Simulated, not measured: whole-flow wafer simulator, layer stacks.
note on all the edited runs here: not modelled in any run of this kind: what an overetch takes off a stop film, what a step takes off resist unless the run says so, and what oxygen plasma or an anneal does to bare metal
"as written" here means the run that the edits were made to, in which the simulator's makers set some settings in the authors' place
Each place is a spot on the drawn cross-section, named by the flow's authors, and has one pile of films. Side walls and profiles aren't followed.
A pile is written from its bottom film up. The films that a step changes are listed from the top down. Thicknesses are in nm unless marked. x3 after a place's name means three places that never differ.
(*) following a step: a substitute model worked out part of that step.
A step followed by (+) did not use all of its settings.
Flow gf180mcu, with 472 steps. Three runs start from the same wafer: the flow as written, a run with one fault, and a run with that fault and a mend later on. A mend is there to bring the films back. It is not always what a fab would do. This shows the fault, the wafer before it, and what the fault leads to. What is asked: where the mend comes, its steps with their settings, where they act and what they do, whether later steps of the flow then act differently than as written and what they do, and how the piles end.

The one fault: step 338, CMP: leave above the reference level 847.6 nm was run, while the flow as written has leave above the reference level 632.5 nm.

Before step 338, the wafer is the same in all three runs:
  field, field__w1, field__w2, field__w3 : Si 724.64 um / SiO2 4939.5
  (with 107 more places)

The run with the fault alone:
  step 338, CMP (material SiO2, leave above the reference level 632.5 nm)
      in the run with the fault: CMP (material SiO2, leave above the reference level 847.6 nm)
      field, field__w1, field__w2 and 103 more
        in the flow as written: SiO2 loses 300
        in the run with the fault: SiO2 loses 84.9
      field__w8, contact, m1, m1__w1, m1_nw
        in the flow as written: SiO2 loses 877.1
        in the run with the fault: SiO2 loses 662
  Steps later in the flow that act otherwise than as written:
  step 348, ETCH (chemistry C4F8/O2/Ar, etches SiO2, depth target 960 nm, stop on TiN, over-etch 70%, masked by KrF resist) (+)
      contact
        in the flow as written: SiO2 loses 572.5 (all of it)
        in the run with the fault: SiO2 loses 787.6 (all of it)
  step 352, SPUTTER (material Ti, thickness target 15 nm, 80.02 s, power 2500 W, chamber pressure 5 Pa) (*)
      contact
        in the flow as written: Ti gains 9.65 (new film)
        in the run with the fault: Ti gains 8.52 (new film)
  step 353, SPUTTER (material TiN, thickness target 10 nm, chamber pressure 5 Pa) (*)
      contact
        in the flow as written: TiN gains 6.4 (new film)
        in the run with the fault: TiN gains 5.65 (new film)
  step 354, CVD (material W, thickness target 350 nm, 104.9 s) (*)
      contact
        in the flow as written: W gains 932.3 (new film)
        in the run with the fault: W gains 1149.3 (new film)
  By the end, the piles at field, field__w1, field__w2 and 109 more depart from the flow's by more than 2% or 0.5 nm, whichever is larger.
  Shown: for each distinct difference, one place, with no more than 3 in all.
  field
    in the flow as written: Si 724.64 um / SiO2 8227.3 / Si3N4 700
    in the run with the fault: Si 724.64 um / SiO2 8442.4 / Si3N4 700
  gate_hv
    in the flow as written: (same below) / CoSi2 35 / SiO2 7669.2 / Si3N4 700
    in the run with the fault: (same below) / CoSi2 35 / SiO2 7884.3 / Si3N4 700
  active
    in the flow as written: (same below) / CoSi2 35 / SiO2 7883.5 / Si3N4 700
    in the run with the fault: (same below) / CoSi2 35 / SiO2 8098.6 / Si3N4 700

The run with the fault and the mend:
  After step 338 comes the mend.
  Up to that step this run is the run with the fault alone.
  step 338a, CMP (material SiO2, leave above the reference level 632.5 nm) (the flow's step 338 again)
      field, field__w1, field__w2 and 108 more
        SiO2 loses 215.1
  Every later step of the flow that is run acts as written at every place that is followed.
  The piles end the same as the flow's at every place that both follow.
